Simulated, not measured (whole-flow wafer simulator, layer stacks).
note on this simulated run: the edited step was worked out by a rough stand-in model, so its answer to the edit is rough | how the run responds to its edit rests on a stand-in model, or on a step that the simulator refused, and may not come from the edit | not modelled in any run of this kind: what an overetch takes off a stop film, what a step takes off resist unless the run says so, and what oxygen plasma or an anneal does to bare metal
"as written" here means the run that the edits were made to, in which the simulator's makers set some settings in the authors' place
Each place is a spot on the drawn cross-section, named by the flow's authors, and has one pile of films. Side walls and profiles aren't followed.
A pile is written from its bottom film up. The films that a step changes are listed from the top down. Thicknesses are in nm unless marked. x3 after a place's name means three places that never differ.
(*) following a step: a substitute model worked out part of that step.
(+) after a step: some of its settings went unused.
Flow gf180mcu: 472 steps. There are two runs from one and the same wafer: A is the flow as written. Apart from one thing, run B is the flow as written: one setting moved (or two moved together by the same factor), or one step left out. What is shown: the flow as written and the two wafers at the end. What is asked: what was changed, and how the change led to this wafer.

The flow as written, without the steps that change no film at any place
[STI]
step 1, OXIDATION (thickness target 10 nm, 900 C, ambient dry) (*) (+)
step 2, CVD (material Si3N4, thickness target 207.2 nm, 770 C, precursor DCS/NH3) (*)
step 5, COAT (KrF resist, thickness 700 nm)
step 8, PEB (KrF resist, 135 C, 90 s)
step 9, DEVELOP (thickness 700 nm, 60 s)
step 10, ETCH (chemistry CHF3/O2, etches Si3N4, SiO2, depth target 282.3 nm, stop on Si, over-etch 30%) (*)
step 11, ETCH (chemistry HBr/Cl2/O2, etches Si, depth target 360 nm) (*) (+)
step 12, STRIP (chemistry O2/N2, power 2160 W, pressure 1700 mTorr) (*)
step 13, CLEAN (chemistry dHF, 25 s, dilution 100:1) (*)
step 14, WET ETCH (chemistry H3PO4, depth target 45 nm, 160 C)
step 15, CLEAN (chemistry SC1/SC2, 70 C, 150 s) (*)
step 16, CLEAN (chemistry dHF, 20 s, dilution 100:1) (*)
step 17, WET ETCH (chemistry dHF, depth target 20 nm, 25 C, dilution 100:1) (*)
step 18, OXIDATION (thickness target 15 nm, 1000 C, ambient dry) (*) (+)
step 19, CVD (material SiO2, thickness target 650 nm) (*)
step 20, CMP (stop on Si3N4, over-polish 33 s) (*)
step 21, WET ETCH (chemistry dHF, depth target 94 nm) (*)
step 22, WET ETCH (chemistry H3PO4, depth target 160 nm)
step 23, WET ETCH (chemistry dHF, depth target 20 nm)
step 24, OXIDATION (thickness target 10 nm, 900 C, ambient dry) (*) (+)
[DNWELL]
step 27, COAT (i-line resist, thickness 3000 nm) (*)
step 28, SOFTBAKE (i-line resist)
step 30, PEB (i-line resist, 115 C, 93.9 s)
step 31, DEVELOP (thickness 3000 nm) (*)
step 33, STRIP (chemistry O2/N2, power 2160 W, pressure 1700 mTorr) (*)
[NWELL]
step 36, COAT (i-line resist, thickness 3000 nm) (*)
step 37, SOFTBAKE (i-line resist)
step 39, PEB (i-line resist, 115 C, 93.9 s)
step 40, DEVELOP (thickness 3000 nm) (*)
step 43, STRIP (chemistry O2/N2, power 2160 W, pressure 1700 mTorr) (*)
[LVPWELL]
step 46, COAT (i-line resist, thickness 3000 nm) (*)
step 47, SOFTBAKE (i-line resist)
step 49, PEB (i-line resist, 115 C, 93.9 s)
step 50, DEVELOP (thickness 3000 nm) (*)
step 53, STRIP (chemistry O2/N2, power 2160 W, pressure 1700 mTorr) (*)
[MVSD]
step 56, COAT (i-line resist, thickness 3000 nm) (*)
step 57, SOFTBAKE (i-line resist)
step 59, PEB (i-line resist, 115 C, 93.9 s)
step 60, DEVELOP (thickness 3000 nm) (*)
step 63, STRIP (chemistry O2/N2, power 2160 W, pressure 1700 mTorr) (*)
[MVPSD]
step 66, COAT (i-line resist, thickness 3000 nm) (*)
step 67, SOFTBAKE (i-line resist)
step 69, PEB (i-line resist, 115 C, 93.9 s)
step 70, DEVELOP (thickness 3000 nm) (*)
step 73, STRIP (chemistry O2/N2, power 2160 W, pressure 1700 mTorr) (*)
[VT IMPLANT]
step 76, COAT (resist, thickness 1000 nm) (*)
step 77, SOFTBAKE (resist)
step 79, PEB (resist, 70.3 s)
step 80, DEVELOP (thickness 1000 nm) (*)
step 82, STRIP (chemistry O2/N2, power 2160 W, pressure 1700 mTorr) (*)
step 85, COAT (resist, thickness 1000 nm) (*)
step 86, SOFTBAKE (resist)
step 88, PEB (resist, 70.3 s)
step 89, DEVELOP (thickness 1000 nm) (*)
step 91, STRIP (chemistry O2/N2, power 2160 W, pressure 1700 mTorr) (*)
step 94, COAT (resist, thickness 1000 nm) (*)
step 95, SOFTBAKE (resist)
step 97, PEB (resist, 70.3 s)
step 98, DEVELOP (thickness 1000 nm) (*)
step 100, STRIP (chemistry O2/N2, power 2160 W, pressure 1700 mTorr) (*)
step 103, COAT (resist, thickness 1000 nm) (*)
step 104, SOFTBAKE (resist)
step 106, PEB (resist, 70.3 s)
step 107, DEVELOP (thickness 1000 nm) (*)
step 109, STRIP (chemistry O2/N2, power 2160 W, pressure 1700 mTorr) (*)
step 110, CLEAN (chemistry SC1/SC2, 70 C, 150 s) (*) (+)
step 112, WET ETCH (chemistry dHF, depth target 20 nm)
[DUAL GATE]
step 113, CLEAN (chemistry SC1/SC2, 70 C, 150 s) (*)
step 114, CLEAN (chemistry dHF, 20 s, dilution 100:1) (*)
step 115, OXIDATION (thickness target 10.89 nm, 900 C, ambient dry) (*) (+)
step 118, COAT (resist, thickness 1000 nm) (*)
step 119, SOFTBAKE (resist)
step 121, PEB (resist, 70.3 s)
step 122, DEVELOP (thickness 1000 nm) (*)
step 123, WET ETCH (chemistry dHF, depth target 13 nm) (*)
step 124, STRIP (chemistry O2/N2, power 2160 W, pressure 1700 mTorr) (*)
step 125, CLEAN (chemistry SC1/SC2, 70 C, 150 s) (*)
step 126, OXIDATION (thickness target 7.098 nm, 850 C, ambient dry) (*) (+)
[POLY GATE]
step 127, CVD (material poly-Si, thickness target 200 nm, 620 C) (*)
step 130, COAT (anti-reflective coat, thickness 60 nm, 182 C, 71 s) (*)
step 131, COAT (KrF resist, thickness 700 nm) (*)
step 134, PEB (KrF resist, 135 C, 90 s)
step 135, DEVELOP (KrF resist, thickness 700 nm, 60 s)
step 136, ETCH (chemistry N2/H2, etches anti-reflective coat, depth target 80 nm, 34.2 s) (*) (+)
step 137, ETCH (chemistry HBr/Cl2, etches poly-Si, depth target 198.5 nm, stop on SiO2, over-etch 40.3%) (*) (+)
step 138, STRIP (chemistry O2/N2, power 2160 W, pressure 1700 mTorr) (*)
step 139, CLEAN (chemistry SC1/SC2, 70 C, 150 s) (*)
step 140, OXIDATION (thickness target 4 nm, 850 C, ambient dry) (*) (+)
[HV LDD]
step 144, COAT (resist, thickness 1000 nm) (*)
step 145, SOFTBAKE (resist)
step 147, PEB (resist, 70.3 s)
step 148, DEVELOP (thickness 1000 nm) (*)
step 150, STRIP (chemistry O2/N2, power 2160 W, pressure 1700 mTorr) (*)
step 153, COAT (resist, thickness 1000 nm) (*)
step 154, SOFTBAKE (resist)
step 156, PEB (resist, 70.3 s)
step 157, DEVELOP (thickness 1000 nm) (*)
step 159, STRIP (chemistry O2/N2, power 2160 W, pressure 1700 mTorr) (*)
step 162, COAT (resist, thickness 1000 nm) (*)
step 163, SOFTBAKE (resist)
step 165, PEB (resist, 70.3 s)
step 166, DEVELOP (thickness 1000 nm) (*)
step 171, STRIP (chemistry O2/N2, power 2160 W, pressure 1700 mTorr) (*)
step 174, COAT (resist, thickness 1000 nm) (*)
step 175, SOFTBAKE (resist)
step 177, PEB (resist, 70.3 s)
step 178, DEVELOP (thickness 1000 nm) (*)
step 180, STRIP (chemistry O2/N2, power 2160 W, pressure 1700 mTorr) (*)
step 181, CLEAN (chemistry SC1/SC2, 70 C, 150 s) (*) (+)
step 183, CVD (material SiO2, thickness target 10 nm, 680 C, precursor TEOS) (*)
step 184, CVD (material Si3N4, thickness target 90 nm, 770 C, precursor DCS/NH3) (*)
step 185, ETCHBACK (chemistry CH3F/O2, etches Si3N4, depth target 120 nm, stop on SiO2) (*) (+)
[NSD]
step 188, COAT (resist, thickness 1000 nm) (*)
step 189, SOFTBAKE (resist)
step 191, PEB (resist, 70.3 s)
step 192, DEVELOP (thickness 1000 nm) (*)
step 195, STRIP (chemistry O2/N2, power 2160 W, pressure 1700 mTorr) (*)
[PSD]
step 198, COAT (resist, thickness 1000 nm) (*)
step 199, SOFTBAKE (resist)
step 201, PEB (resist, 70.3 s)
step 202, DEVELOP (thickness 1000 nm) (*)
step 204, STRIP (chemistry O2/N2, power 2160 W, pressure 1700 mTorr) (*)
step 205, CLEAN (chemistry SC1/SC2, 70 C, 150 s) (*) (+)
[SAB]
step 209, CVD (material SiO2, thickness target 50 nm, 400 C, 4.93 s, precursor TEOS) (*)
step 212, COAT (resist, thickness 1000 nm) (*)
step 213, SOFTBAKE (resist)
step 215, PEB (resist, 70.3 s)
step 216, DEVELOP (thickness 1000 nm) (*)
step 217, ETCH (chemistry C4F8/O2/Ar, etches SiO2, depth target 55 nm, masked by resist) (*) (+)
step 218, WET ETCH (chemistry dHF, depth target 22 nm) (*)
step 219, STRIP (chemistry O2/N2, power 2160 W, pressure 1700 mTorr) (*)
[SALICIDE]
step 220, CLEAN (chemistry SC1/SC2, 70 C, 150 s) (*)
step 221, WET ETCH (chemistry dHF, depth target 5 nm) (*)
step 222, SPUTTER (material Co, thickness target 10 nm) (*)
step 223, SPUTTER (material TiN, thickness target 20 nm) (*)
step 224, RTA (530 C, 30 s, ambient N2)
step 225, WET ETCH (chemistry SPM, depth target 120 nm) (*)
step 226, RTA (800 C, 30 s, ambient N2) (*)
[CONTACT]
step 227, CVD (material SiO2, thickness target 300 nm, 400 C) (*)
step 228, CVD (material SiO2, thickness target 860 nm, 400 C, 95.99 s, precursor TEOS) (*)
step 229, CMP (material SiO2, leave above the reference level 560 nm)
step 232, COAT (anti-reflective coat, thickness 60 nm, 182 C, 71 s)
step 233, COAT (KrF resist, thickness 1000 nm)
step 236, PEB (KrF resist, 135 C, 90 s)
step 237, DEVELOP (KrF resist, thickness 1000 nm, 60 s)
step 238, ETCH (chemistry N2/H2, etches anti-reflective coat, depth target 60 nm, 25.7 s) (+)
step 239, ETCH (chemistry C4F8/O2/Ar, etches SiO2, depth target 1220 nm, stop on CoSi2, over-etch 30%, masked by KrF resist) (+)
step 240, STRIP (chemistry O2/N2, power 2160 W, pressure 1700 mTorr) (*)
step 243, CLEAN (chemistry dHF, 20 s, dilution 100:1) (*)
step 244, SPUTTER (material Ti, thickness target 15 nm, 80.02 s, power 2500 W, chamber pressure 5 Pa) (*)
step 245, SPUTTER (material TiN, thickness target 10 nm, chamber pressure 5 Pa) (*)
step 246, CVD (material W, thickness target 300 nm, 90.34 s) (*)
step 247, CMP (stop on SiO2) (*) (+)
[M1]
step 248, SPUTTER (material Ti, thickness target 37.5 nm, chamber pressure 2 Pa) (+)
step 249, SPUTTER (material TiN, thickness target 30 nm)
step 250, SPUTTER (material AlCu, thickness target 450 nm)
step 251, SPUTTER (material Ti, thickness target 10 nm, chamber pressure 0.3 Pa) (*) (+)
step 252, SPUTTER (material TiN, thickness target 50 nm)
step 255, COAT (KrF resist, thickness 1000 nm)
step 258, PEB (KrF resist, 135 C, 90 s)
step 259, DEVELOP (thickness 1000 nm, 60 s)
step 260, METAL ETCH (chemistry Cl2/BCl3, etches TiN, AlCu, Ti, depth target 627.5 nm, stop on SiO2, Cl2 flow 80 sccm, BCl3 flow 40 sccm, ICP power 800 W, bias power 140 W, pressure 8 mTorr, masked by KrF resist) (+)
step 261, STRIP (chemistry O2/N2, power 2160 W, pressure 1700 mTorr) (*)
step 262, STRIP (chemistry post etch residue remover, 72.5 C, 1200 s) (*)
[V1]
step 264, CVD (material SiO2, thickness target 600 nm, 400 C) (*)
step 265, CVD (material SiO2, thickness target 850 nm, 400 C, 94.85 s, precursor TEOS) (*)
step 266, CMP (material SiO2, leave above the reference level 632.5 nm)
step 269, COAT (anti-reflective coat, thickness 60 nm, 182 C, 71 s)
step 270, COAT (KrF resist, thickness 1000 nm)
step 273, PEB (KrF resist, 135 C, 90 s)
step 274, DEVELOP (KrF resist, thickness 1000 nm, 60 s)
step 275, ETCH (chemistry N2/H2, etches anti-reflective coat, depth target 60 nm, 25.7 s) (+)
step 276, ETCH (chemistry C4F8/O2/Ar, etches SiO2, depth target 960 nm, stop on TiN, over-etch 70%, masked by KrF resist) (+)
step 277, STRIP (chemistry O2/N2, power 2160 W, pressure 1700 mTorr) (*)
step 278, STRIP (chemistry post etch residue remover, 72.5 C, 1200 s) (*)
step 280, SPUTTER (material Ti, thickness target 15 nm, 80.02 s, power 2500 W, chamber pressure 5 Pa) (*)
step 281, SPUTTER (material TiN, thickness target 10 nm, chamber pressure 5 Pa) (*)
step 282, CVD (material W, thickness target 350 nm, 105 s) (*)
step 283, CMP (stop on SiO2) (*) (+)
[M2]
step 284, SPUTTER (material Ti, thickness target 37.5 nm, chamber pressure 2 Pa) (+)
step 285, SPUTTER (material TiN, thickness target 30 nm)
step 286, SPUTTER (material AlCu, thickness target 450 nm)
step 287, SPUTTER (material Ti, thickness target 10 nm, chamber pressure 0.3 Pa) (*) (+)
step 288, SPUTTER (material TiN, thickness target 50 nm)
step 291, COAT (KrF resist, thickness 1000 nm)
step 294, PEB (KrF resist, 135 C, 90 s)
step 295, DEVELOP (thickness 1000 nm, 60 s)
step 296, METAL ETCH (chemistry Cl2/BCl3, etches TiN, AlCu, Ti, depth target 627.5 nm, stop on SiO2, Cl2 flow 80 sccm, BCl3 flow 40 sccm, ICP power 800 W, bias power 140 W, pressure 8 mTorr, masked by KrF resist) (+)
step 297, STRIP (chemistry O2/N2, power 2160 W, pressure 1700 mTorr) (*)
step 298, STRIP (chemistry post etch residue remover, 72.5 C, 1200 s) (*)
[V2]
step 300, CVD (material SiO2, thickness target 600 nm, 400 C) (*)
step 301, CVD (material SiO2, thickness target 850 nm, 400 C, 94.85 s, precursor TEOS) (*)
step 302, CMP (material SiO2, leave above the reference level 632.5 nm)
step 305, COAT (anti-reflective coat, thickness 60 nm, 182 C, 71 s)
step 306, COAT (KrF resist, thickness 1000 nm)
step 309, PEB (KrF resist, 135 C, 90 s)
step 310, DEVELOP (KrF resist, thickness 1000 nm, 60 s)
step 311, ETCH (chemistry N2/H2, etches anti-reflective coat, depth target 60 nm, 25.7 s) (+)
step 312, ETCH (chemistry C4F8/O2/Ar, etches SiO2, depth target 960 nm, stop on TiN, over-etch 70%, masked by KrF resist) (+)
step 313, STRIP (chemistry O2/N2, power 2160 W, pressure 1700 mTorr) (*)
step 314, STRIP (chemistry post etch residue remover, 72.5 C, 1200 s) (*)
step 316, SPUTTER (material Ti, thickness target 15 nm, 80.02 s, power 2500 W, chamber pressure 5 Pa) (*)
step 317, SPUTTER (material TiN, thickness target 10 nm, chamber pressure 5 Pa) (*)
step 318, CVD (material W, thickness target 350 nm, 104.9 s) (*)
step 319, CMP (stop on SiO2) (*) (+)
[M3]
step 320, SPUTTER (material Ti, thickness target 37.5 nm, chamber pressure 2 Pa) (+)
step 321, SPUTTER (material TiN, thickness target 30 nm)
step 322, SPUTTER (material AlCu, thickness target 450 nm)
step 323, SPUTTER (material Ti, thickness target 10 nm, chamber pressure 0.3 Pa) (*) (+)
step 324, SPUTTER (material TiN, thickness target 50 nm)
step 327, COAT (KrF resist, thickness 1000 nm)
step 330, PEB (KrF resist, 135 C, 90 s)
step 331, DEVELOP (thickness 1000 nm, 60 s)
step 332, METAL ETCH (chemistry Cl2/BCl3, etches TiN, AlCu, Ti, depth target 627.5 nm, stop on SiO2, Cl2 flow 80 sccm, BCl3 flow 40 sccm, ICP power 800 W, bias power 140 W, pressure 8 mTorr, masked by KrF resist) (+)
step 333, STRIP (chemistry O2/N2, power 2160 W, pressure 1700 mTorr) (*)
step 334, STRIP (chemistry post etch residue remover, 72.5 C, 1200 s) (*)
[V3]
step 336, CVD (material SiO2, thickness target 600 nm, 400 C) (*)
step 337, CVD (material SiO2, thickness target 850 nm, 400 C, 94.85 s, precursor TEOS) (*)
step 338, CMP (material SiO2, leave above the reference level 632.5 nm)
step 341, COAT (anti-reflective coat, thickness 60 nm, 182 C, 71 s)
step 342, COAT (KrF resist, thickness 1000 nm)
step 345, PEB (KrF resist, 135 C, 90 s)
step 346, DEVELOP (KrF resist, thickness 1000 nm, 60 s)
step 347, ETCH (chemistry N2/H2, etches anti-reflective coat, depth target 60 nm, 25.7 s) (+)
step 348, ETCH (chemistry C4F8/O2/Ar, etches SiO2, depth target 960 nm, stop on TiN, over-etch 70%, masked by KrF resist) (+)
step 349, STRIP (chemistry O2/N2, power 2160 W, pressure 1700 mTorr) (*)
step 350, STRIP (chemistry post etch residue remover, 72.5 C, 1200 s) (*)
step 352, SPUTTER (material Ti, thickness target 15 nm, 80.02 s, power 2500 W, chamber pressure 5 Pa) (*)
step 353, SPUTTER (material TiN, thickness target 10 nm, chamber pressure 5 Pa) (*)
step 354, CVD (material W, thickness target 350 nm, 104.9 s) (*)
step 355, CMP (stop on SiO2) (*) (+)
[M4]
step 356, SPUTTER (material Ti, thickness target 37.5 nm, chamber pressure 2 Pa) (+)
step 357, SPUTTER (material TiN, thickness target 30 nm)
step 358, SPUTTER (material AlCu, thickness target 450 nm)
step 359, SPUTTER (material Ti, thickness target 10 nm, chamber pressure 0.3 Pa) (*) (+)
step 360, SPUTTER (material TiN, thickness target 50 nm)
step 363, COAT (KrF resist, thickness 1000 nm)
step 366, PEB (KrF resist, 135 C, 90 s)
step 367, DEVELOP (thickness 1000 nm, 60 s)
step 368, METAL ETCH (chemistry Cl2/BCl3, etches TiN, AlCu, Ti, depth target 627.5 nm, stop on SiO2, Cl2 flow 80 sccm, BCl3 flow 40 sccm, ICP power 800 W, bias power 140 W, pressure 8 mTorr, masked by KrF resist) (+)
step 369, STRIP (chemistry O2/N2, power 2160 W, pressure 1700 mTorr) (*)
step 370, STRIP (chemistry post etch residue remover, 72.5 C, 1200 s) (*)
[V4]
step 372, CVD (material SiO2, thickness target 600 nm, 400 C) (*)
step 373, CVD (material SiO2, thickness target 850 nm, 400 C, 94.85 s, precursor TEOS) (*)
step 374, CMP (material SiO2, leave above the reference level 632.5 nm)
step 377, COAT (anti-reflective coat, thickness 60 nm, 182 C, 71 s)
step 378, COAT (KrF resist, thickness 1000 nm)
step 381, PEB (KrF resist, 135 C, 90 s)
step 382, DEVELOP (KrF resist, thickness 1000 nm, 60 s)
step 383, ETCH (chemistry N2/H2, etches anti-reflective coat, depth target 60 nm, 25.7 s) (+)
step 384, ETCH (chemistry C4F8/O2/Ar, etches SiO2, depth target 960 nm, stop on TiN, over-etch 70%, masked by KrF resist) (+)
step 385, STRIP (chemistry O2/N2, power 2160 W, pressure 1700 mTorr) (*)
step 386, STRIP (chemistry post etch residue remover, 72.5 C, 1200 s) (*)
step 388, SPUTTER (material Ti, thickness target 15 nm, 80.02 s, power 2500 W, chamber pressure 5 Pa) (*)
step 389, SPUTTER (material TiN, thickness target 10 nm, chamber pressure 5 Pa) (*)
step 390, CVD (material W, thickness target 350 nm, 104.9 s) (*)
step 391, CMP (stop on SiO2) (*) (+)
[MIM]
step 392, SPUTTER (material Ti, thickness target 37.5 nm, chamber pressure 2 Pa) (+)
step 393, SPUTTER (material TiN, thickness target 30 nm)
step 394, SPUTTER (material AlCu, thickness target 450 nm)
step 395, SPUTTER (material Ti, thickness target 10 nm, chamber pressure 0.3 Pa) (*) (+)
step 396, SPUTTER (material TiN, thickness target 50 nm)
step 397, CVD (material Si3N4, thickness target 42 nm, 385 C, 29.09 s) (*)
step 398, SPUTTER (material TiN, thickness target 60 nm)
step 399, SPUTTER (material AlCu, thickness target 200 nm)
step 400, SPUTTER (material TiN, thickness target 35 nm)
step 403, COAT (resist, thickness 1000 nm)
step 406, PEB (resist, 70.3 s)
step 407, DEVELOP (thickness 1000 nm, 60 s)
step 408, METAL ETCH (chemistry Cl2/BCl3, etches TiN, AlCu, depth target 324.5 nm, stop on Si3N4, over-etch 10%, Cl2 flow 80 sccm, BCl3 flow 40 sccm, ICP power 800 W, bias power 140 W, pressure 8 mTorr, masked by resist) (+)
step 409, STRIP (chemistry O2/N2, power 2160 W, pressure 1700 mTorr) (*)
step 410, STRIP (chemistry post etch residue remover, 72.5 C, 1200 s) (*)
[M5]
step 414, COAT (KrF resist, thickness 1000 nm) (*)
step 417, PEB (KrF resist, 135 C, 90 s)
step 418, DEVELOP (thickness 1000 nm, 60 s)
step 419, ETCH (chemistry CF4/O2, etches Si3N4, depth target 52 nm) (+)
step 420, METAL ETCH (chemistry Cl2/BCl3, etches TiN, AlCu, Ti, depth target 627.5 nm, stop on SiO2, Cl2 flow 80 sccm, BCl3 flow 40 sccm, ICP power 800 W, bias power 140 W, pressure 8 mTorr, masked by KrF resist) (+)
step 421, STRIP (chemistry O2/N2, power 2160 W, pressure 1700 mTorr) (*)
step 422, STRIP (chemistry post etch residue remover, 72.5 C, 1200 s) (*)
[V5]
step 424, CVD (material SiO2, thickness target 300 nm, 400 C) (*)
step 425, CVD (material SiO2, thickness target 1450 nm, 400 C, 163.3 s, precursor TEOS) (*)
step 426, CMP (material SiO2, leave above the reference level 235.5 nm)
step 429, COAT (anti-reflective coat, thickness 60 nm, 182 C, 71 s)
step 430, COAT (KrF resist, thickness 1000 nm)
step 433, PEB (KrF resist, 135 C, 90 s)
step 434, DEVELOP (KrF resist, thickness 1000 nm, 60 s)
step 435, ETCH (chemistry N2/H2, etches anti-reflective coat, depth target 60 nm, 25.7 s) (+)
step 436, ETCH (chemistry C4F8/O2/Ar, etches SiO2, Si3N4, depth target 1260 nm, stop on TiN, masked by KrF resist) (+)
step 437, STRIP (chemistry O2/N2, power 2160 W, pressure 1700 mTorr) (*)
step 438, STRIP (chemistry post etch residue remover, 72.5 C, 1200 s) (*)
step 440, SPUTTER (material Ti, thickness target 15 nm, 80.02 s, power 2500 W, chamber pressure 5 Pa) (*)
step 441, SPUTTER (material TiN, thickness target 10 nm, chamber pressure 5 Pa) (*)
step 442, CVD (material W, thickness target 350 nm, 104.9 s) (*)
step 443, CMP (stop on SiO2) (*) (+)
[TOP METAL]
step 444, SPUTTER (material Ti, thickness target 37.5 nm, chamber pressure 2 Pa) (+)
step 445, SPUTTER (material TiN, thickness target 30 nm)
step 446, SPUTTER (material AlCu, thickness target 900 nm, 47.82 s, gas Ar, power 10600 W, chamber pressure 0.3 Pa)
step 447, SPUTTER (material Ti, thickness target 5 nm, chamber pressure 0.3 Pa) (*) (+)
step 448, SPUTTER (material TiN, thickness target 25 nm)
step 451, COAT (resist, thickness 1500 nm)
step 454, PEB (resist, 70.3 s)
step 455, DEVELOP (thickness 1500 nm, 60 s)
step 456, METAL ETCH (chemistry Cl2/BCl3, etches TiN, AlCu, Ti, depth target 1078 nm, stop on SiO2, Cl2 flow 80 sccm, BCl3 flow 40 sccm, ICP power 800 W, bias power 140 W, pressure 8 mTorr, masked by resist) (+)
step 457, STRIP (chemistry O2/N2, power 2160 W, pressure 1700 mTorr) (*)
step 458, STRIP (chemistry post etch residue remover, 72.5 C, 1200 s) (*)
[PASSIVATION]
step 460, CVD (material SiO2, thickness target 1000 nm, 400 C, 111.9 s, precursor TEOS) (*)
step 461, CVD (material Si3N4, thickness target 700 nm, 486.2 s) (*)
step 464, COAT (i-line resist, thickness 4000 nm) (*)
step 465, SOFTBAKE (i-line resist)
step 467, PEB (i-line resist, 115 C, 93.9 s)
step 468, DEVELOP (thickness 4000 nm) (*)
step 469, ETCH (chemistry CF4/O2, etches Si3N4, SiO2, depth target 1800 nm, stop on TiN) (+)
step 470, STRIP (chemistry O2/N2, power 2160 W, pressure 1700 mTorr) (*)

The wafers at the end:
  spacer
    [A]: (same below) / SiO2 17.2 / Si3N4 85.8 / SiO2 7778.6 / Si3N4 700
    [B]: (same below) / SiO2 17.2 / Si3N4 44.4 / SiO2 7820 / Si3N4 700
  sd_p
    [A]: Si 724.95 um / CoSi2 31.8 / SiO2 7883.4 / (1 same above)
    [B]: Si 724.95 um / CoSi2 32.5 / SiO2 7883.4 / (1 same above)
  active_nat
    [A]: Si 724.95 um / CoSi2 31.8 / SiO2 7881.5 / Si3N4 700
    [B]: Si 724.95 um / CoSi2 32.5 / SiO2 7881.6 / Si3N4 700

The reason: step 184, CVD: thickness target 48.6 nm was run, though the flow has thickness target 90 nm.

Step by step, how the change led to this:
  step 184, CVD (material Si3N4, thickness target 90 nm, 770 C, precursor DCS/NH3) (*)
      field, field__w1, field__w2 and 101 more: A Si3N4 gains 90 (new film) | B Si3N4 gains 48.6 (new film)
  step 185, ETCHBACK (chemistry CH3F/O2, etches Si3N4, depth target 120 nm, stop on SiO2) (*) (+)
      field, field__w1, field__w2 and 100 more: A Si3N4 loses 90 (all of it), SiO2 loses 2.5 | B Si3N4 loses 48.6 (all of it), SiO2 loses 5.95
  step 188, COAT (resist, thickness 1000 nm) (*)
      spacer: A resist gains 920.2 (new film) | B resist gains 957.9 (new film)
  step 189, SOFTBAKE (resist)
      field: A resist gains 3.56 | B resist gains 3.05
      field__w1: A resist gains 5.23 | B resist gains 4.7
      (and at 22 other places as well)
  step 191, PEB (resist, 70.3 s)
      spacer: A resist loses 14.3 | B resist loses 15.2
  step 192, DEVELOP (thickness 1000 nm) (*)
      spacer: A resist loses 905.9 (all of it) | B resist loses 942.7 (all of it)
  step 198, COAT (resist, thickness 1000 nm) (*)
      spacer: A resist gains 920.2 (new film) | B resist gains 957.9 (new film)
  step 199, SOFTBAKE (resist)
      field: A resist gains 3.56 | B resist gains 3.05
      field__w1: A resist gains 5.23 | B resist gains 4.7
      (and at 22 other places as well)
  step 201, PEB (resist, 70.3 s)
      spacer: A resist loses 14.3 | B resist loses 15.2
  step 204, STRIP (chemistry O2/N2, power 2160 W, pressure 1700 mTorr) (*)
      spacer: A resist loses 905.9 (all of it) | B resist loses 942.7 (all of it)
  step 212, COAT (resist, thickness 1000 nm) (*)
      spacer: A resist gains 919.4 (new film) | B resist gains 957 (new film)
  step 213, SOFTBAKE (resist)
      field__w9: A resist loses 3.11 | B resist gains 6.53
      field__w5: A resist gains 7.65 | B resist gains 6.77
      (and at 15 other places as well)
  step 215, PEB (resist, 70.3 s)
      spacer: A resist loses 14.3 | B resist loses 15.2
  step 216, DEVELOP (thickness 1000 nm) (*)
      spacer: A resist loses 905.1 (all of it) | B resist loses 941.8 (all of it)
  step 218, WET ETCH (chemistry dHF, depth target 22 nm) (*)
      gate, gate_hv, gate_p and 23 more: A SiO2 loses 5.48 (all of it) | B SiO2 loses 2.03 (all of it)
      active, p_well, sd_n, iso_ptap_pw, iso_ntap_nw, iso_ptap_sub, vpnp_e: A SiO2 loses 9.01 (all of it) | B SiO2 loses 5.56 (all of it)
      (and at 16 other places as well)
  step 222, SPUTTER (material Co, thickness target 10 nm) (*)
      field__w2: A Co gains 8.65 (new film) | B Co gains 9.27 (new film)
      field__w3: A Co gains 8.06 (new film) | B Co gains 8.89 (new film)
      (and at 4 other places as well)
  ... 4 further steps ...
  step 229, CMP (material SiO2, leave above the reference level 560 nm)
      spacer: A SiO2 loses 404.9 | B SiO2 loses 363.5
